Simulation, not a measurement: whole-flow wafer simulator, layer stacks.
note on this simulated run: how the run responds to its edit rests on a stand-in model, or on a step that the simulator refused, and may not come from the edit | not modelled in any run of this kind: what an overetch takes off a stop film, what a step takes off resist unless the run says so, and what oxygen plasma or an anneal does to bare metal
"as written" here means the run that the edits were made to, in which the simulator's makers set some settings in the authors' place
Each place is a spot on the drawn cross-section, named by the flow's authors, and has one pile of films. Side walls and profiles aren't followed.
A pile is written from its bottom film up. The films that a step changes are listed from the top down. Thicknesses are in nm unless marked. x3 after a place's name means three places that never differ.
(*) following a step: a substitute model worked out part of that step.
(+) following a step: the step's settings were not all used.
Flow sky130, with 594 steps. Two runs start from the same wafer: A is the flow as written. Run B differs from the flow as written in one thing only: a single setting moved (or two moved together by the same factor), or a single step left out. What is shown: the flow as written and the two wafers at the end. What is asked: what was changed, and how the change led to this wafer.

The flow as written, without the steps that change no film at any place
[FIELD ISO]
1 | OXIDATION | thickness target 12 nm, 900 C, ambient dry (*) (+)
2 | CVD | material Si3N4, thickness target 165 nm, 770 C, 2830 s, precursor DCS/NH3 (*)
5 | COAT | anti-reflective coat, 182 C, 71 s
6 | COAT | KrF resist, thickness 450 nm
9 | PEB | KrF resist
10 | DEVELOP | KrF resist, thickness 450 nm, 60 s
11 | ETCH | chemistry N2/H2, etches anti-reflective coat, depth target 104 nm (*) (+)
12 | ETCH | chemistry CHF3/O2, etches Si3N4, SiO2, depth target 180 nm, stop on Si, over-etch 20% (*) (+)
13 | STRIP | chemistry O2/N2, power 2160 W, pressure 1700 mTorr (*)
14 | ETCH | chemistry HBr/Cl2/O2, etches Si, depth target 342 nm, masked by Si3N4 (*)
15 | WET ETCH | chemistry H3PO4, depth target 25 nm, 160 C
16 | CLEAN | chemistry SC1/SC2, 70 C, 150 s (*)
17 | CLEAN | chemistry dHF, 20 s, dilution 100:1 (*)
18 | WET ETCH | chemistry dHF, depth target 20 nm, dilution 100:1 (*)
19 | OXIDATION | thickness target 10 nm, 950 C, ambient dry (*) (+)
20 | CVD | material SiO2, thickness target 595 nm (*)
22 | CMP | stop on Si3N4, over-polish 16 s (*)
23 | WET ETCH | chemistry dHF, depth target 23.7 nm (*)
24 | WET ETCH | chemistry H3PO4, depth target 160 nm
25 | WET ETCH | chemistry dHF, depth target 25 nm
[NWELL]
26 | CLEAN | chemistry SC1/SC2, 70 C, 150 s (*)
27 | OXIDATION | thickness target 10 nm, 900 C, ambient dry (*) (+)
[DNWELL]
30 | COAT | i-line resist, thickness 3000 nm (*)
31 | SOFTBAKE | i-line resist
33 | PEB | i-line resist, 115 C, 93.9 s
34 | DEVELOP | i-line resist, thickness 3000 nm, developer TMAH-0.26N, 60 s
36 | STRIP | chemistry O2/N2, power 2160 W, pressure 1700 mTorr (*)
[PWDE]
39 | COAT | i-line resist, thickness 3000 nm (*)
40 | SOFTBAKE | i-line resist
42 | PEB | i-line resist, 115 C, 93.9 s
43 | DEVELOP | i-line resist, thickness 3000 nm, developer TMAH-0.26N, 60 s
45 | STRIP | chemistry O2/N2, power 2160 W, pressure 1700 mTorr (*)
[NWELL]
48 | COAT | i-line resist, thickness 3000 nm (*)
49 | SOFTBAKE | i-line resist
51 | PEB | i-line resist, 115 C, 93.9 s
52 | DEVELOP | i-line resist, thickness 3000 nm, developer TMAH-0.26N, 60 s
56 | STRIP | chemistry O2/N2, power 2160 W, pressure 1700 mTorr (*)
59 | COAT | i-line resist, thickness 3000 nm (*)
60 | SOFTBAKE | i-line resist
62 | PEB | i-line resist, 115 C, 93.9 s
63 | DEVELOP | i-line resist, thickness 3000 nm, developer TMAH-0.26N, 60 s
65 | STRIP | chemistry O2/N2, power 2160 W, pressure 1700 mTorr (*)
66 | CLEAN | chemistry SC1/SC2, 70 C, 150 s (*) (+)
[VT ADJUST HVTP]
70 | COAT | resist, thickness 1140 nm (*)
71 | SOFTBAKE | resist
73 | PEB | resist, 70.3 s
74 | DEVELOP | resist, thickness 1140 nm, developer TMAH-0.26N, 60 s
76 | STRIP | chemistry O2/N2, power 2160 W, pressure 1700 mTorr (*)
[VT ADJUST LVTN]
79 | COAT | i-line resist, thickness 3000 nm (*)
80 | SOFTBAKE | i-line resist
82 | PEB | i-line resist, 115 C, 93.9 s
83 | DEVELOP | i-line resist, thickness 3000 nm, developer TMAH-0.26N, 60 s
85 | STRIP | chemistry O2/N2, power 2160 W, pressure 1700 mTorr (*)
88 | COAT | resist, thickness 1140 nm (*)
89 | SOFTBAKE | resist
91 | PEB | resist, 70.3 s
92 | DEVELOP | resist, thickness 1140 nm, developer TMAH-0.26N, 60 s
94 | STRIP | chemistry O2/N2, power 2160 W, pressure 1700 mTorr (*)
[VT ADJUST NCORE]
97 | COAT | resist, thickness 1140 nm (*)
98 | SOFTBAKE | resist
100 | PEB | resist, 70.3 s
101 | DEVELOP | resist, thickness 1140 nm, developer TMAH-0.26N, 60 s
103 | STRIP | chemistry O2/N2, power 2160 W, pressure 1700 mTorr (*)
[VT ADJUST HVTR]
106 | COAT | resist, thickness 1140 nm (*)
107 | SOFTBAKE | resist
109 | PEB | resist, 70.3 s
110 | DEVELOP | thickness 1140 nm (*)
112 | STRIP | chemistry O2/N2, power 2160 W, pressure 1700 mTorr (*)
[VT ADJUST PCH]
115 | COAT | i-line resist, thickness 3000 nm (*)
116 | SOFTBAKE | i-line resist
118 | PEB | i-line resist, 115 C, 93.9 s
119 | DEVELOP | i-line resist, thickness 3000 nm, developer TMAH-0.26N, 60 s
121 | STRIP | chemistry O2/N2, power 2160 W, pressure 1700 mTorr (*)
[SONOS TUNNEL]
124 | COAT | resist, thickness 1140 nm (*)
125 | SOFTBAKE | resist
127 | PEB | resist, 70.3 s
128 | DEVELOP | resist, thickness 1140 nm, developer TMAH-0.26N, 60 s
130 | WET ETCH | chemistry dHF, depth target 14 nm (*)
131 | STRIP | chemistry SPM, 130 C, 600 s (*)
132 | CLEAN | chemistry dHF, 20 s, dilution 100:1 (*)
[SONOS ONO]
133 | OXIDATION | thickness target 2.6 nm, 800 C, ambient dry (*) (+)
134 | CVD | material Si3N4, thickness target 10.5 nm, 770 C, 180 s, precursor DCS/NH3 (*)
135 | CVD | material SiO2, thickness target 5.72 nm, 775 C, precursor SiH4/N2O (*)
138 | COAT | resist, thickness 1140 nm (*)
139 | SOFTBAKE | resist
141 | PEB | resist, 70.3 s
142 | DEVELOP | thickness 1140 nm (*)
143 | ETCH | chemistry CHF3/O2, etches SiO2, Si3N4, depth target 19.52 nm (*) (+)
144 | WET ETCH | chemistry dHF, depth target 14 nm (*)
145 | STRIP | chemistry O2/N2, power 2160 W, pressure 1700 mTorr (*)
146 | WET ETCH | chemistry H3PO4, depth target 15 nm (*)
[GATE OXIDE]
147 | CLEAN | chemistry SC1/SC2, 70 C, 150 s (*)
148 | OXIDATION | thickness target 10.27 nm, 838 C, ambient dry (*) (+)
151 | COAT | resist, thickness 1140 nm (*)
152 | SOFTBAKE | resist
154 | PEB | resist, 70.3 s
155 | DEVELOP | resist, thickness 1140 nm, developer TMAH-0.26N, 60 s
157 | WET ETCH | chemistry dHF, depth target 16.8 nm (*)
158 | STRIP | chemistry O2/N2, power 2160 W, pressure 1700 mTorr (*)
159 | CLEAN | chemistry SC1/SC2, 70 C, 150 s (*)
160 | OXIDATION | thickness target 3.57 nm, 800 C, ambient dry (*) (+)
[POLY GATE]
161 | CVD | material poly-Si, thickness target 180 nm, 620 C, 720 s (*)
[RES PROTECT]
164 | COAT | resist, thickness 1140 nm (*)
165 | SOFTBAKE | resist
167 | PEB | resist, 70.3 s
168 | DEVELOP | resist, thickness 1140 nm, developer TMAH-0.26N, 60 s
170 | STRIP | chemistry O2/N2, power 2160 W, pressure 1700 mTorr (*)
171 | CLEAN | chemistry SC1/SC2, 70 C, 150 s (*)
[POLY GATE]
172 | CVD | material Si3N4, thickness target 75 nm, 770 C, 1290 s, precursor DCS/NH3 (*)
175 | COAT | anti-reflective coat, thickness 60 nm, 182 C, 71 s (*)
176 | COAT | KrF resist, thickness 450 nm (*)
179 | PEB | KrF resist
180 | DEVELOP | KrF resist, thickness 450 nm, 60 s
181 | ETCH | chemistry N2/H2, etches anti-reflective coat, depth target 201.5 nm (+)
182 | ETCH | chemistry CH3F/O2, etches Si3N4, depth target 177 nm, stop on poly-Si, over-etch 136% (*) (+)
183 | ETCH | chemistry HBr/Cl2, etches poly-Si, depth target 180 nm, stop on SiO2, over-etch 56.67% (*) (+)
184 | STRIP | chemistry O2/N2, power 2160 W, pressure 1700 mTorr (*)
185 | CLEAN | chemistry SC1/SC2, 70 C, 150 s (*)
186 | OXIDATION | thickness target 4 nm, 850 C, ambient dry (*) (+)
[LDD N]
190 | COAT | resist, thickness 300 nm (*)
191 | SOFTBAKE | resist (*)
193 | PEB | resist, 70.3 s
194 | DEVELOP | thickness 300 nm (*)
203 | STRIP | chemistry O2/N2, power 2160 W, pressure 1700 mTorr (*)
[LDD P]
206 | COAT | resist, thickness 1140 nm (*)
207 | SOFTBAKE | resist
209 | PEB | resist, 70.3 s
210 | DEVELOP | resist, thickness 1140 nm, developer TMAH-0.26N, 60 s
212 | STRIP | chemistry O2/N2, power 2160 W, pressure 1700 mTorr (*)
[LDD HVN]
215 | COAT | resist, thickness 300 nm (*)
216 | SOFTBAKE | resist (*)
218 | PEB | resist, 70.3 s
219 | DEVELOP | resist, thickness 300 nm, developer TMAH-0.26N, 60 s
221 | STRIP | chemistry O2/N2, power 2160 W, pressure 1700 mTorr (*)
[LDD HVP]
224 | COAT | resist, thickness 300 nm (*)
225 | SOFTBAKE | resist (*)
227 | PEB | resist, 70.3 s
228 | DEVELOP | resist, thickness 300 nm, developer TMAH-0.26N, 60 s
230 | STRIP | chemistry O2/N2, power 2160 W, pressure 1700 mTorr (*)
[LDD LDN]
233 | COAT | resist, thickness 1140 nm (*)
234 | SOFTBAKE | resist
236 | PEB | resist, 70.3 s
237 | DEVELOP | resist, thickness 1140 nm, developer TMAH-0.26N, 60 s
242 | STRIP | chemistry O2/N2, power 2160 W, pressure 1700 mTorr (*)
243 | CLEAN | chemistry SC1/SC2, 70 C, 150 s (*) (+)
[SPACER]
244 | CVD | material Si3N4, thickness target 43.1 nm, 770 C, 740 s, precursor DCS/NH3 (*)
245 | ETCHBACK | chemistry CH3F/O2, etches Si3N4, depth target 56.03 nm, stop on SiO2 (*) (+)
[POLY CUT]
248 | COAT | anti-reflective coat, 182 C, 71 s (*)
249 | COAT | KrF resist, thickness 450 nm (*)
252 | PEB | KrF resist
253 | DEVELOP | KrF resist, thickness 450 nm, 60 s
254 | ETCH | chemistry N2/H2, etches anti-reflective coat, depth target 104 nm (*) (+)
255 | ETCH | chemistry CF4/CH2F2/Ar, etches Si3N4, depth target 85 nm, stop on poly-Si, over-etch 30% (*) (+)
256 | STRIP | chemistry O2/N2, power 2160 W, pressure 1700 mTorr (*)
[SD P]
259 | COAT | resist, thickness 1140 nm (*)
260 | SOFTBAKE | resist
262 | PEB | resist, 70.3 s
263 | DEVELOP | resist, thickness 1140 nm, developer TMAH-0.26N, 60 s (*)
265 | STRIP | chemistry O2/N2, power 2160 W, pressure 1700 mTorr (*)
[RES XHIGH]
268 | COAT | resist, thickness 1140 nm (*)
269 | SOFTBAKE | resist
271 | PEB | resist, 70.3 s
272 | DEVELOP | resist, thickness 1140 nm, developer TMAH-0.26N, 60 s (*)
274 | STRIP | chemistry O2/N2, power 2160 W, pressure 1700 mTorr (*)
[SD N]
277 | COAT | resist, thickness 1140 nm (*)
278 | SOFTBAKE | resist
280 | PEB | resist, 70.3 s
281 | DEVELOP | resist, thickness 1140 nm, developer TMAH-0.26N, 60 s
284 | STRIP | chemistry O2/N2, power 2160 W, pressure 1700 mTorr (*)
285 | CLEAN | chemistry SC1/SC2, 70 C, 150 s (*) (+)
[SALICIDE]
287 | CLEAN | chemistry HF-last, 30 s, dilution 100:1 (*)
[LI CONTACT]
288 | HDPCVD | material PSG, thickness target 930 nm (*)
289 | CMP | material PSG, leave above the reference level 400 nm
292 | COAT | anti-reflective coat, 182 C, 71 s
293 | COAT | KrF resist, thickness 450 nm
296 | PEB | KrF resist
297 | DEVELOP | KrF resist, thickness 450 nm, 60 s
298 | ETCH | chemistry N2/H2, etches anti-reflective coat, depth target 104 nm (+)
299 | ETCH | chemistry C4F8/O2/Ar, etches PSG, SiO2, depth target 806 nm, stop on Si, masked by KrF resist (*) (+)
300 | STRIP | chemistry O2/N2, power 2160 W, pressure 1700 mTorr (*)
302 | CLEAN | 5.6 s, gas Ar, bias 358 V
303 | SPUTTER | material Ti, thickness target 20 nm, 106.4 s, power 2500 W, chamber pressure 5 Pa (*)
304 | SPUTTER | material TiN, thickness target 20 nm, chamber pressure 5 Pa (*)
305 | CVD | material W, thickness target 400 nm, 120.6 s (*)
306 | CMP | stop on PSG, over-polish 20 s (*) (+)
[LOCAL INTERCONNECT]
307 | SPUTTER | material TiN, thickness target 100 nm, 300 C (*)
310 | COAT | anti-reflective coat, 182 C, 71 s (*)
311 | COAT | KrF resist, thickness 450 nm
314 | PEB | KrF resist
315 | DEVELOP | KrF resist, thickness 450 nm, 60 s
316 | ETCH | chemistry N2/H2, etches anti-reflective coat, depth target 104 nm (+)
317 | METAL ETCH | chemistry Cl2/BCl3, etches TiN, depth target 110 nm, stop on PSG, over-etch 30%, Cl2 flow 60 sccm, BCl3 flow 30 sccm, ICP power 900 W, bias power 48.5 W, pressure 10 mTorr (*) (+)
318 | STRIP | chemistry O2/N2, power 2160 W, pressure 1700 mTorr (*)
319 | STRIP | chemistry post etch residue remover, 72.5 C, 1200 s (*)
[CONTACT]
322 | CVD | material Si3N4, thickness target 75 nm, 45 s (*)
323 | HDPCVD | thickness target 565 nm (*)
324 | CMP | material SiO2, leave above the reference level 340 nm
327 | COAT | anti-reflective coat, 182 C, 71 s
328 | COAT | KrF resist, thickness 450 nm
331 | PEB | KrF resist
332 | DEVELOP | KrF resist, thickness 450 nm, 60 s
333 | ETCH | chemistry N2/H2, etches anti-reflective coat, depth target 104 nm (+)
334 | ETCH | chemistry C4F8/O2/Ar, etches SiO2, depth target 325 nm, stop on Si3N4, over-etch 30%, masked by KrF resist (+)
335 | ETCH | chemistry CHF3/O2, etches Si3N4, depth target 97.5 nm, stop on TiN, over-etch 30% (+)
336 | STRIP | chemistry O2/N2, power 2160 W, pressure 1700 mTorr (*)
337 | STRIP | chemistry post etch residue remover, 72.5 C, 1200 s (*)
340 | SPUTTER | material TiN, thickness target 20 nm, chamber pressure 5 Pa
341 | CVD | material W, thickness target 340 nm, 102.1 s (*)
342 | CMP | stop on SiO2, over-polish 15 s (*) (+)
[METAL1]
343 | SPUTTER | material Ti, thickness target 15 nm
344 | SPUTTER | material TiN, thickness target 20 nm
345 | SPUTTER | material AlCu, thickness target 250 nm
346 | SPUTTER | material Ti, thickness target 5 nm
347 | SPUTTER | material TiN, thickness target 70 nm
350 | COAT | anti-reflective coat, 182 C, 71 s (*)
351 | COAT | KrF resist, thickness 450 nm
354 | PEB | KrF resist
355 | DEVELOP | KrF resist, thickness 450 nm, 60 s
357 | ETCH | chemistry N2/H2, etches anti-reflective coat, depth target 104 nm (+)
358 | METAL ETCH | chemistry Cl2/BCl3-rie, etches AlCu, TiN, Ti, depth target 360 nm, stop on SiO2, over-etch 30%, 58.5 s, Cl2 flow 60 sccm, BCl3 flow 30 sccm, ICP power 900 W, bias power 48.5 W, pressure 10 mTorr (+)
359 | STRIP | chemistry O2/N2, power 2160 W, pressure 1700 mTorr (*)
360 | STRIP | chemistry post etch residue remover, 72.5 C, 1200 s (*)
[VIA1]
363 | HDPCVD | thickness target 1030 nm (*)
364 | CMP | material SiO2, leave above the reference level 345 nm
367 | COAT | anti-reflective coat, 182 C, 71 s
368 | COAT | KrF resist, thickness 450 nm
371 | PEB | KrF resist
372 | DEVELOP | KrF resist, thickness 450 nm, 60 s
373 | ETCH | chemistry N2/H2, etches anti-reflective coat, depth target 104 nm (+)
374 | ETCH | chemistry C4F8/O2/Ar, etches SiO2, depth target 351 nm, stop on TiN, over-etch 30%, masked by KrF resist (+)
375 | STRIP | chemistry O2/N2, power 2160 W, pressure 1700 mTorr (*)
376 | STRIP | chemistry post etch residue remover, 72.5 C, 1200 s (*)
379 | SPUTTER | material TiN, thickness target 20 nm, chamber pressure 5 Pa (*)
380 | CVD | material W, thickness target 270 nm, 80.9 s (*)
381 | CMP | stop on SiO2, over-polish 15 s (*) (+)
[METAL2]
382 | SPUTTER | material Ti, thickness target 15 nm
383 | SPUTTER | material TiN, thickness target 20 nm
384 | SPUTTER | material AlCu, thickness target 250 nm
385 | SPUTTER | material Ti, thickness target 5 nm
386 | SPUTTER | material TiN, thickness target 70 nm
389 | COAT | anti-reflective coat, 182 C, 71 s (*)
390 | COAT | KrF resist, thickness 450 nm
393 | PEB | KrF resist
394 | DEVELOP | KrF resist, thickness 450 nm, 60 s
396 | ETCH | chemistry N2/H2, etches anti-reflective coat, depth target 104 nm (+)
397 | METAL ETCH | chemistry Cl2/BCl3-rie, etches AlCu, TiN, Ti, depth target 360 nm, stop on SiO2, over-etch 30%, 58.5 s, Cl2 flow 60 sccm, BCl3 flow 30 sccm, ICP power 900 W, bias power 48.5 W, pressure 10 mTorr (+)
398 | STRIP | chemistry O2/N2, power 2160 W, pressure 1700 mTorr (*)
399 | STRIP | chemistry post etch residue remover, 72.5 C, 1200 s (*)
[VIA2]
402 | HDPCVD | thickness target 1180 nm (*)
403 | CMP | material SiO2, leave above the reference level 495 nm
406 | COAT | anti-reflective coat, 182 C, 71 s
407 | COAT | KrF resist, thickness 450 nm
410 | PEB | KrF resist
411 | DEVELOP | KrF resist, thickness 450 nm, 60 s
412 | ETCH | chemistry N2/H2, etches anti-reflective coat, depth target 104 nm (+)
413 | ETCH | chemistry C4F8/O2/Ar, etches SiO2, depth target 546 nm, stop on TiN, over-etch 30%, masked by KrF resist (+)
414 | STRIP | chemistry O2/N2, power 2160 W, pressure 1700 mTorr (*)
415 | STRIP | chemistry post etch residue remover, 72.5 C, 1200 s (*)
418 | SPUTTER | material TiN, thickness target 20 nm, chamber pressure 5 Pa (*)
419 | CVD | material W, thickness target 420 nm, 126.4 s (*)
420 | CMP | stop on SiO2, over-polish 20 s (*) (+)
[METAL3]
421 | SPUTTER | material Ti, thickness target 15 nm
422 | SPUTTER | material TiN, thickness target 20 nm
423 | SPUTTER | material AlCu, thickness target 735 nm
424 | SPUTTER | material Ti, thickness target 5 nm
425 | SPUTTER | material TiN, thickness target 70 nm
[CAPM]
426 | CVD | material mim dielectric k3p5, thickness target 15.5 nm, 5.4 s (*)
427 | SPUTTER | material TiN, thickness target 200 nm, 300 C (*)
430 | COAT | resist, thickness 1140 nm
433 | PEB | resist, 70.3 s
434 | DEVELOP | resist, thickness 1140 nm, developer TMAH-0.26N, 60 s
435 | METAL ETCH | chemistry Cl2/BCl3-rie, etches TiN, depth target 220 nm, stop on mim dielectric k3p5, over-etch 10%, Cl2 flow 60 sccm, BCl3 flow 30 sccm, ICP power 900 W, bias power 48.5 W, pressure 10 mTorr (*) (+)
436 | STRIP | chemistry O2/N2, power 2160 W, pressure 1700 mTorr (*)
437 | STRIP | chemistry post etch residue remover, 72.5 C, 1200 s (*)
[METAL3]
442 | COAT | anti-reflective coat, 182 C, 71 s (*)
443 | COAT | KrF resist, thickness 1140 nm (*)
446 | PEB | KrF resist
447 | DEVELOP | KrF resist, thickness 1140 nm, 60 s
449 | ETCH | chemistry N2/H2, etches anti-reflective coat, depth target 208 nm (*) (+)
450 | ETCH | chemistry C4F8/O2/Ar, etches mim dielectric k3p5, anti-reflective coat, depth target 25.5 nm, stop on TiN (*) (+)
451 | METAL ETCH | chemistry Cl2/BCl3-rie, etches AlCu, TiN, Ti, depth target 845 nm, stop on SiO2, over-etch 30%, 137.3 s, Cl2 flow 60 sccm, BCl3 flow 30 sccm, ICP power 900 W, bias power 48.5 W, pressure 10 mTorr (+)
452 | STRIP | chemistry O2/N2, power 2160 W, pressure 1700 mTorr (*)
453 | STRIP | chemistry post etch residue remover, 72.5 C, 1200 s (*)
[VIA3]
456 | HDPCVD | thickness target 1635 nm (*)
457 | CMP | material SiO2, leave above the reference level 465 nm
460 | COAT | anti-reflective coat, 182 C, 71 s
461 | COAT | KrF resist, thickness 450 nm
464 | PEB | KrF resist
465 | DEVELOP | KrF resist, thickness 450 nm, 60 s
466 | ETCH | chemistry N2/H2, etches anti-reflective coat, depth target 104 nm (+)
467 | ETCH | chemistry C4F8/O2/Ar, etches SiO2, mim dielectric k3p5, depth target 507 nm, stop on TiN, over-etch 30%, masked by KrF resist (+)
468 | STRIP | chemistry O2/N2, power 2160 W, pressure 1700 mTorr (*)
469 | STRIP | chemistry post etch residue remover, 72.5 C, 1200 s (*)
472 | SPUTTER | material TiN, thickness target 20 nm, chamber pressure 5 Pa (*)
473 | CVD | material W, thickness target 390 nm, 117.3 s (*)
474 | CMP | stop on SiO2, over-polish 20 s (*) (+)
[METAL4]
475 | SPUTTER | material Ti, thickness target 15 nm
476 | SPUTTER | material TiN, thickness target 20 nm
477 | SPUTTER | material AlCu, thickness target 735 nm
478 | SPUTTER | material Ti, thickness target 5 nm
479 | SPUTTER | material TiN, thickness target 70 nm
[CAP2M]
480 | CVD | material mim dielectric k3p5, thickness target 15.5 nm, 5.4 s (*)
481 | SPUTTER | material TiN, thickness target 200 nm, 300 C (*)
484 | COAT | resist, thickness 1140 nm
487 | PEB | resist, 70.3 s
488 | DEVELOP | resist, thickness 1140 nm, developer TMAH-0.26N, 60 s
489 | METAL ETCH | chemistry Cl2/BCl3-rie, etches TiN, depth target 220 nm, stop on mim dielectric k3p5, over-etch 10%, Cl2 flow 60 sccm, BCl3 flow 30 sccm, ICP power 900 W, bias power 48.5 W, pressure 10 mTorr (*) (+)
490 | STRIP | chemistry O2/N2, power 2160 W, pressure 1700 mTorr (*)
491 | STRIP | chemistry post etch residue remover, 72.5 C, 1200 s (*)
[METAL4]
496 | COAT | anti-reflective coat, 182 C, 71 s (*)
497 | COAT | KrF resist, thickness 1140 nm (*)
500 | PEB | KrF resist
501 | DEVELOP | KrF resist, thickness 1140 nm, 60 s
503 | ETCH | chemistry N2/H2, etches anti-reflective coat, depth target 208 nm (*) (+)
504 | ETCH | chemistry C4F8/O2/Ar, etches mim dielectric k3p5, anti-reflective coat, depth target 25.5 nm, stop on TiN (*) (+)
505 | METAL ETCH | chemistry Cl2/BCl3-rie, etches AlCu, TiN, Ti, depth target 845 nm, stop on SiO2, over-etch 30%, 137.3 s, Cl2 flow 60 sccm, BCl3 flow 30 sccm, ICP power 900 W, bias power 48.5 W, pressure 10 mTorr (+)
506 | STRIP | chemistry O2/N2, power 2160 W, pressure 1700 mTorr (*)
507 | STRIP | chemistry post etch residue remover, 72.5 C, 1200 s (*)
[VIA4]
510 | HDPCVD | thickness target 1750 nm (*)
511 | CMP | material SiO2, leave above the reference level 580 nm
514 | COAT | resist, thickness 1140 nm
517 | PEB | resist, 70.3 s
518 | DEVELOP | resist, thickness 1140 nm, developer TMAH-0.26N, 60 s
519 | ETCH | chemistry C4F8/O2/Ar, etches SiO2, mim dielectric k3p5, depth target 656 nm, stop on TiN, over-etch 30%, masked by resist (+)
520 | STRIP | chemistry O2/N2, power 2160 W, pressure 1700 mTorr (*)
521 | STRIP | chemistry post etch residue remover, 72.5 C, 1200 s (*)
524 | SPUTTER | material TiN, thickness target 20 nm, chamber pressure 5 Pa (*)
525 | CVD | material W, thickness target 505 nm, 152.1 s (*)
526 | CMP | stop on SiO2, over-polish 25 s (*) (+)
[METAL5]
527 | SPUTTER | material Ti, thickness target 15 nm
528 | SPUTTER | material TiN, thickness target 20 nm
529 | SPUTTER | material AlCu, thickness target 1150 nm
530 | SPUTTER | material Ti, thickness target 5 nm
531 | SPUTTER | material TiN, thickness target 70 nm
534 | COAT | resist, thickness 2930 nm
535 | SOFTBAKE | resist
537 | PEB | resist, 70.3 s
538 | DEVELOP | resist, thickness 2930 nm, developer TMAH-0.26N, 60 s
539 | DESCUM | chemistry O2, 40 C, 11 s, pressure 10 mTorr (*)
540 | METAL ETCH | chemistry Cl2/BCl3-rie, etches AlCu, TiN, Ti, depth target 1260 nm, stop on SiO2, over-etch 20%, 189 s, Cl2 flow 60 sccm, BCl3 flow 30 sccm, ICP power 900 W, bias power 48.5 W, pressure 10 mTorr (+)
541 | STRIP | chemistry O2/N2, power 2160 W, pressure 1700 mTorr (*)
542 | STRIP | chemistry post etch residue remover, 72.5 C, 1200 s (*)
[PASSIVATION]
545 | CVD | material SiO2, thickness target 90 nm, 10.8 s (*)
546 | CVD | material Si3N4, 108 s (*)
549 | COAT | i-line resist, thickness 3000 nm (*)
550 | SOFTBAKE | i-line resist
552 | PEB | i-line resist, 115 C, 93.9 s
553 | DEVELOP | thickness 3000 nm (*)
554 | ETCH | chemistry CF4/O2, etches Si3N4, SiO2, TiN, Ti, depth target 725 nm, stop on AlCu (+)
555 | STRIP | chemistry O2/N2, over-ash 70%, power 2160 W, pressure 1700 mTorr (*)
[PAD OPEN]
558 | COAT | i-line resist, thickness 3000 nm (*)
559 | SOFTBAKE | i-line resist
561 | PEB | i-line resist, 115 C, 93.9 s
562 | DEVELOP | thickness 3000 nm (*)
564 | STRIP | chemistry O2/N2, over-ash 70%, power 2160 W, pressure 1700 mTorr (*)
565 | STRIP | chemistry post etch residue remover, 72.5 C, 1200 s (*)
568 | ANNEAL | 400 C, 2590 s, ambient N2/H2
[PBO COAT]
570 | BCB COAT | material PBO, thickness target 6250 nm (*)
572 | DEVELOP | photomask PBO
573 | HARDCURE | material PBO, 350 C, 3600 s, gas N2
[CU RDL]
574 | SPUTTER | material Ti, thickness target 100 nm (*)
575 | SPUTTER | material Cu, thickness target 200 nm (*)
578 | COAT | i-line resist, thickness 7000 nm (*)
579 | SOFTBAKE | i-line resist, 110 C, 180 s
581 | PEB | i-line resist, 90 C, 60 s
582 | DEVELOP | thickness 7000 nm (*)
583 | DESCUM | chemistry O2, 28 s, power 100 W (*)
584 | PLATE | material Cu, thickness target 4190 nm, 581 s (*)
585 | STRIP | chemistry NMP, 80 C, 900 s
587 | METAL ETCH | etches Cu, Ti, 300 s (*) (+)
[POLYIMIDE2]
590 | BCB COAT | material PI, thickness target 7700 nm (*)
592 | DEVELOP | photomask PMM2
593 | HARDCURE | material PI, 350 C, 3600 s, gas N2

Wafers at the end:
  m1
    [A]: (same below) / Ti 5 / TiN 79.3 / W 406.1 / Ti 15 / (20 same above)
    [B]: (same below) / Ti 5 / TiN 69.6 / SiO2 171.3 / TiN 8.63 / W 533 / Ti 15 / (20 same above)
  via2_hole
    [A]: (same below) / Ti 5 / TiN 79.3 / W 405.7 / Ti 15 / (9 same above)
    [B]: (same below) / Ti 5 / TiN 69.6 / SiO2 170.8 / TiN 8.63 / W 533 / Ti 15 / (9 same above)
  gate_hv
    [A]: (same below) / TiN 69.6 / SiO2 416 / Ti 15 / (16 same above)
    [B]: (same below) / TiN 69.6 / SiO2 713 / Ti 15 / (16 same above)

Cause: step 403, CMP: leave above the reference level 792 nm was run, while the flow as written has leave above the reference level 495 nm.

Step by step, how the change led to this:
  403 | CMP | material SiO2, leave above the reference level 495 nm
      n_well, p_well, gate_hv and 101 more: A -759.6 SiO2 | B -462.6 SiO2
      field, active, gate and 82 more: A -389.1 SiO2 | B -92.1 SiO2
      (and at 2 other places as well)
  413 | ETCH | chemistry C4F8/O2/Ar, etches SiO2, depth target 546 nm, stop on TiN, over-etch 30%, masked by KrF resist (+)
      m1: A -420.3 SiO2 (all of it) | B -546 SiO2
      via2_hole: A -419.8 SiO2 (all of it) | B -546 SiO2
  418 | SPUTTER | material TiN, thickness target 20 nm, chamber pressure 5 Pa (*)
      m1, via2_hole: A +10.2 TiN | B +8.63 TiN (new film)
  419 | CVD | material W, thickness target 420 nm, 126.4 s (*)
      m1: A +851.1 W (new film) | B +978 W (new film)
      via2_hole: A +850.7 W (new film) | B +978 W (new film)
With metal films that touch counted as one body, m1 has 3 bodies (between them, from the top down: SiO2 171.3; SiO2 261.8 / Si3N4 75); the flow as written gives 2 bodies (between them, from the top down: SiO2 261.8 / Si3N4 75).
With metal films that touch counted as one body, via2_hole has 2 bodies (between them, from the top down: SiO2 170.8); the flow as written gives 1 body.
